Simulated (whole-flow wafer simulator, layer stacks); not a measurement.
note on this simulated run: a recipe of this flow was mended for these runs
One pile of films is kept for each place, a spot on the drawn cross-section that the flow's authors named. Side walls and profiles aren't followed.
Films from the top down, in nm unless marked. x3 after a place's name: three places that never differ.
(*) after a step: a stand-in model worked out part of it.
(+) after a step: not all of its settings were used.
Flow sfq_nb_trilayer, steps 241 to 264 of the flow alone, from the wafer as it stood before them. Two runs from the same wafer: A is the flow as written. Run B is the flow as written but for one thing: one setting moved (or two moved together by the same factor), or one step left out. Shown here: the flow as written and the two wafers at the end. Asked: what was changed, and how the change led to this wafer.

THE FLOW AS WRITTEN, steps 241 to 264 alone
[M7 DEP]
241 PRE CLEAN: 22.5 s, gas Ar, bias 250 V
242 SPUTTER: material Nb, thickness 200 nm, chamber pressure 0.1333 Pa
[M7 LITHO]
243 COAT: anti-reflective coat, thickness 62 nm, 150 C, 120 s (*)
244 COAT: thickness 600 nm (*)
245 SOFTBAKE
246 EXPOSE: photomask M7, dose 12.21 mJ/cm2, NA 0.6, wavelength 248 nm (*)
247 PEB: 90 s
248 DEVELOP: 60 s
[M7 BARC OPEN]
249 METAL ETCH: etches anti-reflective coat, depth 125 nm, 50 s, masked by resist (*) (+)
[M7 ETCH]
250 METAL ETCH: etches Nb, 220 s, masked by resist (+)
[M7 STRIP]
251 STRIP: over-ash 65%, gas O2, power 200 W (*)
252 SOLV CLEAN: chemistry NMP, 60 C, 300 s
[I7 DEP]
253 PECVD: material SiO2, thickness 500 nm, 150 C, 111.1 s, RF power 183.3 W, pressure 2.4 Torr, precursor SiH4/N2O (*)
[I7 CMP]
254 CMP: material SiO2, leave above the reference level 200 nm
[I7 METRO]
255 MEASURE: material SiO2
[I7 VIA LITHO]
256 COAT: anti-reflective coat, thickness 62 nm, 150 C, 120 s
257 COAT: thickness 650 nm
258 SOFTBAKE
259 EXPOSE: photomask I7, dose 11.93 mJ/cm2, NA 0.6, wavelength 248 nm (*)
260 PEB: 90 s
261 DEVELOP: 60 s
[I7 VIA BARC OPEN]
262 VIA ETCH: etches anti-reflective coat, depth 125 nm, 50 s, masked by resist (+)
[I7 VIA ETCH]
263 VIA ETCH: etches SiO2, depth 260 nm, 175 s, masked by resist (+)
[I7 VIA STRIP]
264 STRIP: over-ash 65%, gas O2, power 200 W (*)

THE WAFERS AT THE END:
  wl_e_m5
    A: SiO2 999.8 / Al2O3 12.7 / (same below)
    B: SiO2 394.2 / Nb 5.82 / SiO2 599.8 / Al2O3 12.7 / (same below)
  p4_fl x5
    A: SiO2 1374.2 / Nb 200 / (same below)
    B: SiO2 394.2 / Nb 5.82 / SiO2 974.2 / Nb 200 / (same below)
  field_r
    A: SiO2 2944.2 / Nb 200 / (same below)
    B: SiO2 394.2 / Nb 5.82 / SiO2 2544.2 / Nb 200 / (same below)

The cause: step 250, METAL ETCH: 178 s was run, where the flow has 220 s.

How the change led to this, step by step:
  250 METAL ETCH: etches Nb, 220 s, masked by resist (+)
      field_l, field_r, lsp_l and 62 more: A Nb -200 (all of it), SiO2 -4 | B Nb -194.2
      v_sur, via_wl, via_w and 38 more: A KrF-resist-other-grade -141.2 | B KrF-resist-other-grade -114.2
  251 STRIP: over-ash 65%, gas O2, power 200 W (*)
      wl_j_sl x2, wl_jj, wl_a_sl x3 and 11 more: A KrF-resist-other-grade -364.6 (all of it), anti-reflective coat -62 (all of it) | B KrF-resist-other-grade -391.6 (all of it), anti-reflective coat -62 (all of it)
      ln_m5, lsp_m, ln_m6, lsp_r: A KrF-resist-other-grade -364 (all of it), anti-reflective coat -62.3 (all of it) | B KrF-resist-other-grade -391 (all of it), anti-reflective coat -62.3 (all of it)
      (and at 20 more places)
  253 PECVD: material SiO2, thickness 500 nm, 150 C, 111.1 s, RF power 183.3 W, pressure 2.4 Torr, precursor SiH4/N2O (*)
      field_l, p4_fl x5, p4_w1 x9 and 44 more: A SiO2 +500 | B SiO2 +500 (new film)
      field_r, lsp_l: A SiO2 +477.2 | B SiO2 +478.3 (new film)
      (and at 4 more places)
  254 CMP: material SiO2, leave above the reference level 200 nm
      field_l, p4_fl x5, p4_w1 x9 and 44 more: A SiO2 -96 | B SiO2 -105.8
      field_r, lsp_l: A SiO2 -73.2 | B SiO2 -84.1
      (and at 2 more places)
Counting metal films that touch as one body, wl_e_m5 has 7 bodies (between them, from the top down: SiO2 599.8 / Al2O3 12.7 / Nb2O5 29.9; SiO2 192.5; SiO2 192.5; SiO2 192.5; SiO2 192.5; SiO2 192.5); the flow as written gives 6 bodies (between them, from the top down: SiO2 192.5; SiO2 192.5; SiO2 192.5; SiO2 192.5; SiO2 192.5).
Counting metal films that touch as one body, p4_fl x5 has 3 bodies (between them, from the top down: SiO2 974.2; SiO2 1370); the flow as written gives 2 bodies (between them, from the top down: SiO2 1370).
Counting metal films that touch as one body, field_r has 2 bodies (between them, from the top down: SiO2 2544.2); the flow as written gives 1 body.
